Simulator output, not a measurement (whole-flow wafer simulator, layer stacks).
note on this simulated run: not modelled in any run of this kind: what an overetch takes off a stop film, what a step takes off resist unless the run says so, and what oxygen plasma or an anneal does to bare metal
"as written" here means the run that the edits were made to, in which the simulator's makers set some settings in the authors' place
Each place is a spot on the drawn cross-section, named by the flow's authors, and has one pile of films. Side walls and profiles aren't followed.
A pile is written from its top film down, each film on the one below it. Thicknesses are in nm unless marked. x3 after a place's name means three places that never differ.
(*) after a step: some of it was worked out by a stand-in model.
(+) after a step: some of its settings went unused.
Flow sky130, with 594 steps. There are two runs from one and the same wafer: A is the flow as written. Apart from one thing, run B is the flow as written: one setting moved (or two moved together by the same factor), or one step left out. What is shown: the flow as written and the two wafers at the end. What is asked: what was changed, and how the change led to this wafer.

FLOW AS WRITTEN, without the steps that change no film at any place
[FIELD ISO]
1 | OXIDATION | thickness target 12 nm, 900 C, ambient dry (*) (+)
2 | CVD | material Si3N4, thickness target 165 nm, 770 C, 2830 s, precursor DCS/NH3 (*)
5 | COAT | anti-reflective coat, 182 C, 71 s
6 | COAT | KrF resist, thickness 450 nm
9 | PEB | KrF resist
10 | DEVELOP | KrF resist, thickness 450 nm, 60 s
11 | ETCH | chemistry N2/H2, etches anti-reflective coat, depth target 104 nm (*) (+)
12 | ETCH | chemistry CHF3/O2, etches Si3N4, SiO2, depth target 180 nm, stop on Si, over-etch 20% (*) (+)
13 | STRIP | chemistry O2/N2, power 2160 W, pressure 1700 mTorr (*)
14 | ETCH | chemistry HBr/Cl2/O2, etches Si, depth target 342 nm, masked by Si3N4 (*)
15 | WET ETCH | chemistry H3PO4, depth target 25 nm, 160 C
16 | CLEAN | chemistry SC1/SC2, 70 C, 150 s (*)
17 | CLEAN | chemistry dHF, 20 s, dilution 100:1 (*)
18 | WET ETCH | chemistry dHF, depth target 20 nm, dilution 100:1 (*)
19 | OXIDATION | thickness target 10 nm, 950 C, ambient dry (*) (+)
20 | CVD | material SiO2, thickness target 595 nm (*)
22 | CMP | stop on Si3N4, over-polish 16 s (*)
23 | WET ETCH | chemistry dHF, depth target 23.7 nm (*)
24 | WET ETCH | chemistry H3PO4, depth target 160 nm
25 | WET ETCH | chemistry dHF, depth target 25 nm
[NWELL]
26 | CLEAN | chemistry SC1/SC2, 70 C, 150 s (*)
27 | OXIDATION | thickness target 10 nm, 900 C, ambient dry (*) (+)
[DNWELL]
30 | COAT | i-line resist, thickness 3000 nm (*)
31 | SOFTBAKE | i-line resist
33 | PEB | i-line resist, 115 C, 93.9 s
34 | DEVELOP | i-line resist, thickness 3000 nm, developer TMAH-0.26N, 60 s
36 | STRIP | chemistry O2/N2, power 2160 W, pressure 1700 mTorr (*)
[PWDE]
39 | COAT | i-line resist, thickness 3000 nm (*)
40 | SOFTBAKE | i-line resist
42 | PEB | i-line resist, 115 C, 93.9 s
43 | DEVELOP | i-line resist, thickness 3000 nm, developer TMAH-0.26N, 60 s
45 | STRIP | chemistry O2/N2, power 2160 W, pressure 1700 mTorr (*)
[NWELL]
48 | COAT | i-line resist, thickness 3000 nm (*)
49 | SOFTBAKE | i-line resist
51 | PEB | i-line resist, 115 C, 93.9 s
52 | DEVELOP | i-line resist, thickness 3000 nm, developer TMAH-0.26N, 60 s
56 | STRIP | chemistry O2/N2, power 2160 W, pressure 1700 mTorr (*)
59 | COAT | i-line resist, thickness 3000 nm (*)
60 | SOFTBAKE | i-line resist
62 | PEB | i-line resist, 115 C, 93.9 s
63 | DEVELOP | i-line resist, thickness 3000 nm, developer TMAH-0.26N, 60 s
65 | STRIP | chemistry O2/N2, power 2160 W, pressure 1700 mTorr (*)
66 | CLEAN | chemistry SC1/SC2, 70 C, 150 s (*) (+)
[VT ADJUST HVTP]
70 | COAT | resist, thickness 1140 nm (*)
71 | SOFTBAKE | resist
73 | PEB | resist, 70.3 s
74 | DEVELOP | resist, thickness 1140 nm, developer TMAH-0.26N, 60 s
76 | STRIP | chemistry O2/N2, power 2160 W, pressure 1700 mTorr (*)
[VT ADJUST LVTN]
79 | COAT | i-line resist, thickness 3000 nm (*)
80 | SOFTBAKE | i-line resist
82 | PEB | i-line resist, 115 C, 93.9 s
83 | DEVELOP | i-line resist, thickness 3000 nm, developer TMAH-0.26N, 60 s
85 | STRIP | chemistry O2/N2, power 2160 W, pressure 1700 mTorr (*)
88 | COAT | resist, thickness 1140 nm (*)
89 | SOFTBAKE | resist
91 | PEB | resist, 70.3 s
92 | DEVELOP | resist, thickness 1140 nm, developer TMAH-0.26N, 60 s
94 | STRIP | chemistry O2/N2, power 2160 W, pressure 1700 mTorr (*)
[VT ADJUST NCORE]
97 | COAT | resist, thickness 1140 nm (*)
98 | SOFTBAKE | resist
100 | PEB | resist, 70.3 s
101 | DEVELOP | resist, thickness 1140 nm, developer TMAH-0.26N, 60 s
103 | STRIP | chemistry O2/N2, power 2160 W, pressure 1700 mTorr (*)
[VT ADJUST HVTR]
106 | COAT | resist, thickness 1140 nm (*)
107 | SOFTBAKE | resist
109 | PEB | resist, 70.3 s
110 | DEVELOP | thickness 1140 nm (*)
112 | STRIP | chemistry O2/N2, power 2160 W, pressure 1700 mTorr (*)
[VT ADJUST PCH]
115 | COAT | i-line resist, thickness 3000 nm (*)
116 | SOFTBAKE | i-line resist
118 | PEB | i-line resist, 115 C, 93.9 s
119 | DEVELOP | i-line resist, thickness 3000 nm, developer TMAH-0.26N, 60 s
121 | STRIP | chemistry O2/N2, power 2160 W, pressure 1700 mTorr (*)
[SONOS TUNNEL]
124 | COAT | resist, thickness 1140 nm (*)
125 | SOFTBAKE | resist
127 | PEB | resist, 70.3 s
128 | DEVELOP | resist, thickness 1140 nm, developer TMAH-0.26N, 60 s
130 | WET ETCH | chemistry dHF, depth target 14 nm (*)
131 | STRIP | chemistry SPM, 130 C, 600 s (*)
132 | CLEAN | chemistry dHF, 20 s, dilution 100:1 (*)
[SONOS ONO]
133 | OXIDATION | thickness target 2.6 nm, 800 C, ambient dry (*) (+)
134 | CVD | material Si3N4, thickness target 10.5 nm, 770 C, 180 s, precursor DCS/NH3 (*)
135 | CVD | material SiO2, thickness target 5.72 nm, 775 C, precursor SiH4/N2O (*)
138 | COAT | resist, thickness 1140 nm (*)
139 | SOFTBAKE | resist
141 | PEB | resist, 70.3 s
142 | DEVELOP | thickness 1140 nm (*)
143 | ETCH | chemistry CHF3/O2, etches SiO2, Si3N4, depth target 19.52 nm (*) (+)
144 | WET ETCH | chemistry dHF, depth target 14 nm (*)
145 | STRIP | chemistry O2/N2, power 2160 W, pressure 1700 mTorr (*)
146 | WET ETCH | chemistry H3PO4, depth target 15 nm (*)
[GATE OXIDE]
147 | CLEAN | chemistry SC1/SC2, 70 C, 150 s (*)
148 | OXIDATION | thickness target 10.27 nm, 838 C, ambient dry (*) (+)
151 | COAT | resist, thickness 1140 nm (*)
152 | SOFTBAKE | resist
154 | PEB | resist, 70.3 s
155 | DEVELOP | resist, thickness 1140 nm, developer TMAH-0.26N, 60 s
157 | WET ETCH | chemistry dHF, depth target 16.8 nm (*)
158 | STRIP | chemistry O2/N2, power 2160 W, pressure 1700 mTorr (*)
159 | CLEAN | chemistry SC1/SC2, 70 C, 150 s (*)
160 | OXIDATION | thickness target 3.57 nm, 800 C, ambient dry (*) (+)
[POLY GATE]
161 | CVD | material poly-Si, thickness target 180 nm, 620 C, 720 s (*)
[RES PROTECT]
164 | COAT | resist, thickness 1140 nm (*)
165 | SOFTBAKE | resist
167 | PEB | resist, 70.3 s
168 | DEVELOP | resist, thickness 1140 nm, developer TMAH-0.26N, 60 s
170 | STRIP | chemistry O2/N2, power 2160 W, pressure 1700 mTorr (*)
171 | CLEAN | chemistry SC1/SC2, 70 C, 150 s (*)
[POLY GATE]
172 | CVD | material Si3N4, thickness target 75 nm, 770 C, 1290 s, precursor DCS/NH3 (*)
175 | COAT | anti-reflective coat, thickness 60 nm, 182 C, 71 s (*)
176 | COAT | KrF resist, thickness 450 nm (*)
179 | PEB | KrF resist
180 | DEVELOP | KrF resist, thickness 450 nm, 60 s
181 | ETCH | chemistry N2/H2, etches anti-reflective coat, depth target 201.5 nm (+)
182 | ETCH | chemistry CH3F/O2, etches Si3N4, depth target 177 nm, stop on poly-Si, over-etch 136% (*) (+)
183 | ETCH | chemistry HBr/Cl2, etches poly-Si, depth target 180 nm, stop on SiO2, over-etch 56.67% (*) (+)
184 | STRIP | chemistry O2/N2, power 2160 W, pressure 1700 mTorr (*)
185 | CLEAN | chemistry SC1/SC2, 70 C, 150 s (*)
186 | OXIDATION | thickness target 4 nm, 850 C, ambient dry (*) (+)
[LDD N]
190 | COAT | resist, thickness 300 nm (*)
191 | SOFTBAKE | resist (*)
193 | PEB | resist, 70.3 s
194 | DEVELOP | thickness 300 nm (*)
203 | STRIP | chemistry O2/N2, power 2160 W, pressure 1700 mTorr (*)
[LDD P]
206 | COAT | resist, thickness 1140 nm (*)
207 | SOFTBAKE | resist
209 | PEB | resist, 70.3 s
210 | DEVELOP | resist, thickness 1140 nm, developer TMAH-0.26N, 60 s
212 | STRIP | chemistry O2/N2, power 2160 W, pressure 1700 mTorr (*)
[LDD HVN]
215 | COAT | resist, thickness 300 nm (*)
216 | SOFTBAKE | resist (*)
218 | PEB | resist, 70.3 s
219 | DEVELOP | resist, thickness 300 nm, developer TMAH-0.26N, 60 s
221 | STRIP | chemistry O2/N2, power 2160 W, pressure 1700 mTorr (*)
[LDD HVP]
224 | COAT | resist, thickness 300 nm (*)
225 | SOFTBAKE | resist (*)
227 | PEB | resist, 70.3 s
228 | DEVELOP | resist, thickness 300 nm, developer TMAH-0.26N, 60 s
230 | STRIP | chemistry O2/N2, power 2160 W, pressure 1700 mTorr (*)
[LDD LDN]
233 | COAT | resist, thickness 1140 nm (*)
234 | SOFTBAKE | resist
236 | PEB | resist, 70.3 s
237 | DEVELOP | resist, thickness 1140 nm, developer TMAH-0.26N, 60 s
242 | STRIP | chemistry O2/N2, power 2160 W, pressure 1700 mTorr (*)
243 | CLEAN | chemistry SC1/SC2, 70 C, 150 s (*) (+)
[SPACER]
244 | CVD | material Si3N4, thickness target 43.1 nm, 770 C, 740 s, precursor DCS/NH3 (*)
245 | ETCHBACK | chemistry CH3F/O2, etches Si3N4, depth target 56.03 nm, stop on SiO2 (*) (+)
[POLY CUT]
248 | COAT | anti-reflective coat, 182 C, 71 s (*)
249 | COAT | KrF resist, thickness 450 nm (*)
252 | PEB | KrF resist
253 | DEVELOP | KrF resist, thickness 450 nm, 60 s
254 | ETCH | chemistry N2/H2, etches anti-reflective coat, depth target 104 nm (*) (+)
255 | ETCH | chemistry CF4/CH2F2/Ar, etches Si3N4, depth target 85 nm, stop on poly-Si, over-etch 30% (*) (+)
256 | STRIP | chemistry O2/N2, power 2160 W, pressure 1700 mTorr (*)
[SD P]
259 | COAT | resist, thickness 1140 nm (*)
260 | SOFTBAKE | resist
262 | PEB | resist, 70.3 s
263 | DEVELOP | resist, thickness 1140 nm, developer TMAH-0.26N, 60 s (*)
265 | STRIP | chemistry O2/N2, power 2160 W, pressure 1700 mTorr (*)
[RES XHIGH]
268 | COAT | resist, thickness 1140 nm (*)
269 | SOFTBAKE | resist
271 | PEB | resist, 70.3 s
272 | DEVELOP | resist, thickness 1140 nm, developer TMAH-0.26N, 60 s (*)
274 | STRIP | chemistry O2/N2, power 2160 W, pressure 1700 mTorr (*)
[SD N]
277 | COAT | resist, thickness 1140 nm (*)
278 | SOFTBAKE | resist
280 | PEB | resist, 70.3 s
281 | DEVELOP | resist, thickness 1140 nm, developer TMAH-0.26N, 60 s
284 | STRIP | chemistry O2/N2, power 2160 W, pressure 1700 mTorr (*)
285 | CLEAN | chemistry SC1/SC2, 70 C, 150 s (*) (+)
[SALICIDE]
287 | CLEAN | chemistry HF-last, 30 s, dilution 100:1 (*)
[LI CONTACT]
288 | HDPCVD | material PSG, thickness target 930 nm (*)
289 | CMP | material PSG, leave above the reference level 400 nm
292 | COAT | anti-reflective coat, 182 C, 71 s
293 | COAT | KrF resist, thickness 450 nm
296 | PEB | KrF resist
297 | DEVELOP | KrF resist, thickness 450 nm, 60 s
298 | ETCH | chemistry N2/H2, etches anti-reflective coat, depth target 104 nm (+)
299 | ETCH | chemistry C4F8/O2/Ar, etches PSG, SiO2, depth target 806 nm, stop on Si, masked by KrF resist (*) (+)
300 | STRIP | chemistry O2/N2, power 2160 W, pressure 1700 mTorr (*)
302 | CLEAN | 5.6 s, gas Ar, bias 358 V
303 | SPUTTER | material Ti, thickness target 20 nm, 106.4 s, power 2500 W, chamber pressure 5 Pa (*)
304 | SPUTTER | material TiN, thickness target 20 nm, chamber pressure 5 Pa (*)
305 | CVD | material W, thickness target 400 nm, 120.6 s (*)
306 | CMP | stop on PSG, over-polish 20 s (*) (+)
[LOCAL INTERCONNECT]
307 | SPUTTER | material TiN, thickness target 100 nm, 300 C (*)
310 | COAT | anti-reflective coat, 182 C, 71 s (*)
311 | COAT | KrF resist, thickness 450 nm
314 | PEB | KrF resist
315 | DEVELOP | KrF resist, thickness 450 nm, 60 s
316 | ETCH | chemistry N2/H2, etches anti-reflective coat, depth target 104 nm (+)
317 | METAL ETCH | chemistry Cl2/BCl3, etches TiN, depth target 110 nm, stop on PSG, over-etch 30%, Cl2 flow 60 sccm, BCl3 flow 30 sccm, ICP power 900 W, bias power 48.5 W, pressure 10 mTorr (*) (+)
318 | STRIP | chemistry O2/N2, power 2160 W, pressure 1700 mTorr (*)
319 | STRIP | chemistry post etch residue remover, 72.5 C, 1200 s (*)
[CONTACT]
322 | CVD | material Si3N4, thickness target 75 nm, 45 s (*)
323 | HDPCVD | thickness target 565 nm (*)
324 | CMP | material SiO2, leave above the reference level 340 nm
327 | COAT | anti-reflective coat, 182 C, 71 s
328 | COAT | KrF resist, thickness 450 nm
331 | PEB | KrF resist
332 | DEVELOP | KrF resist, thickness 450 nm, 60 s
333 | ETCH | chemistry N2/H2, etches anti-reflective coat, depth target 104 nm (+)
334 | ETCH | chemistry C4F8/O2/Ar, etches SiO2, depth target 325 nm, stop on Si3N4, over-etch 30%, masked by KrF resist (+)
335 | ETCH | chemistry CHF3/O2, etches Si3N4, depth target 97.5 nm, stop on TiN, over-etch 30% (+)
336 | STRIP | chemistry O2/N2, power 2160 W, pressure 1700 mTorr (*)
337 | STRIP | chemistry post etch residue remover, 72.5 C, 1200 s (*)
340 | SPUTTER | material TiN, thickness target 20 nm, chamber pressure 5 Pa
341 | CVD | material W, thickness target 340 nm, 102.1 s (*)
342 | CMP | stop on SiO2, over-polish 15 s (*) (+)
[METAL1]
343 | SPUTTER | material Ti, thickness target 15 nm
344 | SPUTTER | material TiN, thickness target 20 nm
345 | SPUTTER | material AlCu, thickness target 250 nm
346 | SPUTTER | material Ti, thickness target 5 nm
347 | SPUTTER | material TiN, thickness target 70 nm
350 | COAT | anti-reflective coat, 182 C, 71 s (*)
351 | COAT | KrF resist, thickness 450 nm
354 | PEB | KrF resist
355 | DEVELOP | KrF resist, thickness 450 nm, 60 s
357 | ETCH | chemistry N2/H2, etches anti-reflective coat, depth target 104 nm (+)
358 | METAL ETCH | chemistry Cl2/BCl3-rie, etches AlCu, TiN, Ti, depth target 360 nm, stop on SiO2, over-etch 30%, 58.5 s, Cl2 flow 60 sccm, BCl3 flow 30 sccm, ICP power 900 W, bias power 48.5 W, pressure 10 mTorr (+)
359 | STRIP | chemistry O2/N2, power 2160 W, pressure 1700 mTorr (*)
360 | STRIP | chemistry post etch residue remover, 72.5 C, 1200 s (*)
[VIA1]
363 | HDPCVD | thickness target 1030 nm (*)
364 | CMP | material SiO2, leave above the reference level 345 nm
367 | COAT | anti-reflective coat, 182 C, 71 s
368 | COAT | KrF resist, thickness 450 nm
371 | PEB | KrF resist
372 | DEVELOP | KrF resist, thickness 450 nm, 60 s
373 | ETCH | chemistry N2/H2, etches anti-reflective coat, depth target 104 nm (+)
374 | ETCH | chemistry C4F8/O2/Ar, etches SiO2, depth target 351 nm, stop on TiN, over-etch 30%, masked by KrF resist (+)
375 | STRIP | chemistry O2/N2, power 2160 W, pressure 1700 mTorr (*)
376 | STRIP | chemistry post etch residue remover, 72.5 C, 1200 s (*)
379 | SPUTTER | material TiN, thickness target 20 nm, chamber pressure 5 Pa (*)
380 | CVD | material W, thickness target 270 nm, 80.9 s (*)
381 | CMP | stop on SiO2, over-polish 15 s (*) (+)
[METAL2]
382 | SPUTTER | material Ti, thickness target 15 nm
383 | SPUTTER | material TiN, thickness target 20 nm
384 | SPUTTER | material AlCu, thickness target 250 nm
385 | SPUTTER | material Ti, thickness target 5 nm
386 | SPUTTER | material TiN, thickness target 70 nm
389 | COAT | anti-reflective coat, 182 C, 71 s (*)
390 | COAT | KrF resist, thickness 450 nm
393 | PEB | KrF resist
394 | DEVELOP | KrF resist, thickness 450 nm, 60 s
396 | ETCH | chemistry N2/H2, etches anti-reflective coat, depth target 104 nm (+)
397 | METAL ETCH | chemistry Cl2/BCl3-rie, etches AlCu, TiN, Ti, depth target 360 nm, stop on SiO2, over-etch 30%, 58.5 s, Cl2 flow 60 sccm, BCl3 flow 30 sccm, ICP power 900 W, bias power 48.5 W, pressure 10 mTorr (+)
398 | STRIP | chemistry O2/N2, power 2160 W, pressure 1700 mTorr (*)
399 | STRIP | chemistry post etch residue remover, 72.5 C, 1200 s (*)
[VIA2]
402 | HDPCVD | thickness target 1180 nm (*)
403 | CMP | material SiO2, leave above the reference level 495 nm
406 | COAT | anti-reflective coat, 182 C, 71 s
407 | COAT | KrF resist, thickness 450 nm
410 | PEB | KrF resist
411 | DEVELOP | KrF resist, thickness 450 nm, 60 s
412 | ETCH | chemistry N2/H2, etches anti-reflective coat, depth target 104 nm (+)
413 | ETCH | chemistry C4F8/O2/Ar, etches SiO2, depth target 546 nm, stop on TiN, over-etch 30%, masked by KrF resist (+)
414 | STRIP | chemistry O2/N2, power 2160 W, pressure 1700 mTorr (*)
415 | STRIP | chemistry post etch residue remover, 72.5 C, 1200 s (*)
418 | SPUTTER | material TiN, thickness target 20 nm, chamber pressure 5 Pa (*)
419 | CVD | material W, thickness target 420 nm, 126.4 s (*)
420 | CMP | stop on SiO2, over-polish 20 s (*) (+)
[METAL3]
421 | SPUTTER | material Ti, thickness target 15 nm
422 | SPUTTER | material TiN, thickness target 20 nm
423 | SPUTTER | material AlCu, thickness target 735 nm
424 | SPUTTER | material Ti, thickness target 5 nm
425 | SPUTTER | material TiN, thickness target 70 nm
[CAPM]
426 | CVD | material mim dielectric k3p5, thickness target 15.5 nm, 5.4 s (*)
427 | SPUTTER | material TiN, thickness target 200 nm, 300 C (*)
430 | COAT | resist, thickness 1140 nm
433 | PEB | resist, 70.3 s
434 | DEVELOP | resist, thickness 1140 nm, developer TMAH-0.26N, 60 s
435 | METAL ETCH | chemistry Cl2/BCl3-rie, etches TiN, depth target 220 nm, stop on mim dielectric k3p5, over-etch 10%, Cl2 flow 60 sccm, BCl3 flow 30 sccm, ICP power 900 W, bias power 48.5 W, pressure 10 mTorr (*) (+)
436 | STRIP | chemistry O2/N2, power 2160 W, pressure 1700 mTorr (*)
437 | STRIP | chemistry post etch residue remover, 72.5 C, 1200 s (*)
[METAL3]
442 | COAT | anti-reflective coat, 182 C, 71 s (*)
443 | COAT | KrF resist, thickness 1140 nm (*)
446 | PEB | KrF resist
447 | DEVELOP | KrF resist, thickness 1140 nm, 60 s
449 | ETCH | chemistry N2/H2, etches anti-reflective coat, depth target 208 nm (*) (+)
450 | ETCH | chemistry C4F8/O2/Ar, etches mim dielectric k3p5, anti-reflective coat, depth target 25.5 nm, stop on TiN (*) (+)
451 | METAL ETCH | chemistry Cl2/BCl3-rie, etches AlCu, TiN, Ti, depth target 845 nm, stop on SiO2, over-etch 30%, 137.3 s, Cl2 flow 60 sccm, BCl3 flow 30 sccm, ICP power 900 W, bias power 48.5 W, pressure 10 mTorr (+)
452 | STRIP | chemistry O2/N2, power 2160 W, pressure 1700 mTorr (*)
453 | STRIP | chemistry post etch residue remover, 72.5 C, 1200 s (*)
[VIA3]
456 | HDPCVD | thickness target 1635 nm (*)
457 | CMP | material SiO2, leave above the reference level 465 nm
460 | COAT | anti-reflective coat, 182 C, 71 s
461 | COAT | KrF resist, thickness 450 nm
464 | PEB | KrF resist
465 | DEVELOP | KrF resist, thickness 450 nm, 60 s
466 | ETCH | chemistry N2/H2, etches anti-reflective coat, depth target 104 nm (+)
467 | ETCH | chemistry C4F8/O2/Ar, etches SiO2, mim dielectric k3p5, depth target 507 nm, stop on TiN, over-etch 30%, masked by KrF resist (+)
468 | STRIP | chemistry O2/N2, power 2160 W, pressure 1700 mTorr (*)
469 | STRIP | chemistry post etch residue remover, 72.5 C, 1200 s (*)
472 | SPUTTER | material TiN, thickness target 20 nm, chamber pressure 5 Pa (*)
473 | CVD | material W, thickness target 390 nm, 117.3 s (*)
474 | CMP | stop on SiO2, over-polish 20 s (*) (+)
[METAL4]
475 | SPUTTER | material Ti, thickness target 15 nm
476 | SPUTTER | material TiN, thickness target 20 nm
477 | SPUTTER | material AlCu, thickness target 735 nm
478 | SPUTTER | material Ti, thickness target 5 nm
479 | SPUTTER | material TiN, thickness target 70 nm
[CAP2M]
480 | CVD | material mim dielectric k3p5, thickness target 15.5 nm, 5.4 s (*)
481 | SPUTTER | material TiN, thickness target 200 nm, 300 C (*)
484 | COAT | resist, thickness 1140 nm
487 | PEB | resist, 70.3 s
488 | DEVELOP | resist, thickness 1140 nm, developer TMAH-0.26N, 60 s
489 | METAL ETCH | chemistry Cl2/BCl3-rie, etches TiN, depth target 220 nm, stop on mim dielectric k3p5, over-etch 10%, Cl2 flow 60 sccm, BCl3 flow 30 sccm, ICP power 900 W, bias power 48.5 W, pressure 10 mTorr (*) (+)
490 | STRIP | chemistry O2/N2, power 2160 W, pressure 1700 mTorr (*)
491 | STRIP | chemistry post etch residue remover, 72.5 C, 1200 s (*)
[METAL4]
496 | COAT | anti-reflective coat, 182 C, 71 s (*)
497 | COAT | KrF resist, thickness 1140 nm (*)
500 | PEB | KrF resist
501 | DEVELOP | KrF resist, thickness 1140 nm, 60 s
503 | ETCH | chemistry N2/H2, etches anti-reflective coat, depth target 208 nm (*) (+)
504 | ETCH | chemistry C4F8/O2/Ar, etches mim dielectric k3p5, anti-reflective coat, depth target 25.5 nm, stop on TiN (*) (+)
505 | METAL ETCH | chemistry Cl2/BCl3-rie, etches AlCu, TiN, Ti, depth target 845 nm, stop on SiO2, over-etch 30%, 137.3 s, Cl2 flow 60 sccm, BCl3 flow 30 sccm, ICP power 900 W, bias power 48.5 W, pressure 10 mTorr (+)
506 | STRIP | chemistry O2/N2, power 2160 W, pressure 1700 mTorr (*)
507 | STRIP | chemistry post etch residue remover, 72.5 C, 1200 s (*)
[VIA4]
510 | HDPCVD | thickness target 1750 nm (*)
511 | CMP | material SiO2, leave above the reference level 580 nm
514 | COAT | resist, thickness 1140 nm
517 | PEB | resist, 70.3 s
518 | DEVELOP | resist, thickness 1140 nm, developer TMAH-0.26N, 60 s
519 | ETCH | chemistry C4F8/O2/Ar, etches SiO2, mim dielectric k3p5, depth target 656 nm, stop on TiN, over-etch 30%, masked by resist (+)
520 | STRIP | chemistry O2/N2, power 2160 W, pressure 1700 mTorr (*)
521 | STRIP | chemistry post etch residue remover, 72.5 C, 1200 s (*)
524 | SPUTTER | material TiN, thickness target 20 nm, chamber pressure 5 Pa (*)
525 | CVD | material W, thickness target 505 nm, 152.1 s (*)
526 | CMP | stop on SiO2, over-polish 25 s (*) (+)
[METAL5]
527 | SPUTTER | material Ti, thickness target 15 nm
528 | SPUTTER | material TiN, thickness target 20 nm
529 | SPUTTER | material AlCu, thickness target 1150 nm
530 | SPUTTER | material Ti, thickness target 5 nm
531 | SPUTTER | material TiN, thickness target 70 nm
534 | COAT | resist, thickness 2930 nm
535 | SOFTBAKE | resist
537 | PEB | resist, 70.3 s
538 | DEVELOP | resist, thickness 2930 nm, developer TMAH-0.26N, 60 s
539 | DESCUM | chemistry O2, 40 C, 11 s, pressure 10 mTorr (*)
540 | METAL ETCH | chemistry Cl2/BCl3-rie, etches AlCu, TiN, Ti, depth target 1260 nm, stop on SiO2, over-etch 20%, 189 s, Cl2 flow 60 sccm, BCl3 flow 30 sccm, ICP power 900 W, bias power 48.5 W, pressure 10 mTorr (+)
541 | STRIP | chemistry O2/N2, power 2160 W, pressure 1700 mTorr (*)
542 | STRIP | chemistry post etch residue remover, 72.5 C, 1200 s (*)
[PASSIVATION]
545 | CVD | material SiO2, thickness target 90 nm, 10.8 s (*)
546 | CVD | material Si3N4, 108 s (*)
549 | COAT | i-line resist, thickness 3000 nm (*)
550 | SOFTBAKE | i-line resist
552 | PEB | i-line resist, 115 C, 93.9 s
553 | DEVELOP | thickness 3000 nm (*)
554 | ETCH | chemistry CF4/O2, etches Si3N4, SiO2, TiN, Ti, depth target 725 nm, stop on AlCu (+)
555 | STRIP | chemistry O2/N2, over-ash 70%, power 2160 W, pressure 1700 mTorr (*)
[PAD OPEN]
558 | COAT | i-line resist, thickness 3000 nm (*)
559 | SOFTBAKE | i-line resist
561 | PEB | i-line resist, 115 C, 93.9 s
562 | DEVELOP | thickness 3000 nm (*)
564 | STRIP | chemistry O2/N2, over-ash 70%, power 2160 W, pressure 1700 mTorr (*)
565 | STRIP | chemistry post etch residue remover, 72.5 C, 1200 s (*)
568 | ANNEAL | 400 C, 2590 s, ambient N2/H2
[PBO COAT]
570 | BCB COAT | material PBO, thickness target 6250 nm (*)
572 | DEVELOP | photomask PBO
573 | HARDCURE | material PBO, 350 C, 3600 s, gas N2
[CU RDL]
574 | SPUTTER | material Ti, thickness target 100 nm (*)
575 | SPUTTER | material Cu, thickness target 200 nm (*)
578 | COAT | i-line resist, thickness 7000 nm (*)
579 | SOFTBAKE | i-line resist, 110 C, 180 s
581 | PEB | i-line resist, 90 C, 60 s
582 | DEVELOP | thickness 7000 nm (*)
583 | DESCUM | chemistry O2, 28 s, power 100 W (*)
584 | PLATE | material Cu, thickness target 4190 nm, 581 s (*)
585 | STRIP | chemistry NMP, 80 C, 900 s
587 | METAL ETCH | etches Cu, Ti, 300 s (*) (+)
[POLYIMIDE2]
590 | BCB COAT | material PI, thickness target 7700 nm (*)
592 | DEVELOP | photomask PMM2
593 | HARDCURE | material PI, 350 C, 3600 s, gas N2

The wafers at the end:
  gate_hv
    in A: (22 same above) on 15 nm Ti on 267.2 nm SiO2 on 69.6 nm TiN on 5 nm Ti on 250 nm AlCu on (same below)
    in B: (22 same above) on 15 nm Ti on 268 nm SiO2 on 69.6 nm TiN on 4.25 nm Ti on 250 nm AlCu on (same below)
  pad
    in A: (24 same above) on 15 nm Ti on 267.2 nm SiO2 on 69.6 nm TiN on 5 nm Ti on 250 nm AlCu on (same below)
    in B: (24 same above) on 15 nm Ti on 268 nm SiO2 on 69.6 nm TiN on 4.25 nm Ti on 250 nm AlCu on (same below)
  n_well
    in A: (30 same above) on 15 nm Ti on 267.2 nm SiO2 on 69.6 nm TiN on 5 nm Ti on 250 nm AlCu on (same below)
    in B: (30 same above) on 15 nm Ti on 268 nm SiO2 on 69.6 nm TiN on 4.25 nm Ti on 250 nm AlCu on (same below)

What caused this: step 346, SPUTTER: thickness target 4.25 nm was run, though the flow has thickness target 5 nm.
The wafer lets one read it off: gate_hv has Ti 4.25, and step 346 as written asks for 5 nm.

The path from the change to this, step by step:
  346 | SPUTTER | material Ti, thickness target 5 nm
      field, active, n_well and 188 more: A Ti gains 5 (new film) | B Ti gains 4.25 (new film)
  358 | METAL ETCH | chemistry Cl2/BCl3-rie, etches AlCu, TiN, Ti, depth target 360 nm, stop on SiO2, over-etch 30%, 58.5 s, Cl2 flow 60 sccm, BCl3 flow 30 sccm, ICP power 900 W, bias power 48.5 W, pressure 10 mTorr (+)
      field, active, gate and 81 more: A TiN loses 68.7 (all of it), Ti loses 5 (all of it), AlCu loses 250 (all of it), TiN loses 20 (all of it), Ti loses 15 (all of it), SiO2 loses 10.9 | B TiN loses 68.7 (all of it), Ti loses 4.25 (all of it), AlCu loses 250 (all of it), TiN loses 20 (all of it), Ti loses 15 (all of it), SiO2 loses 11
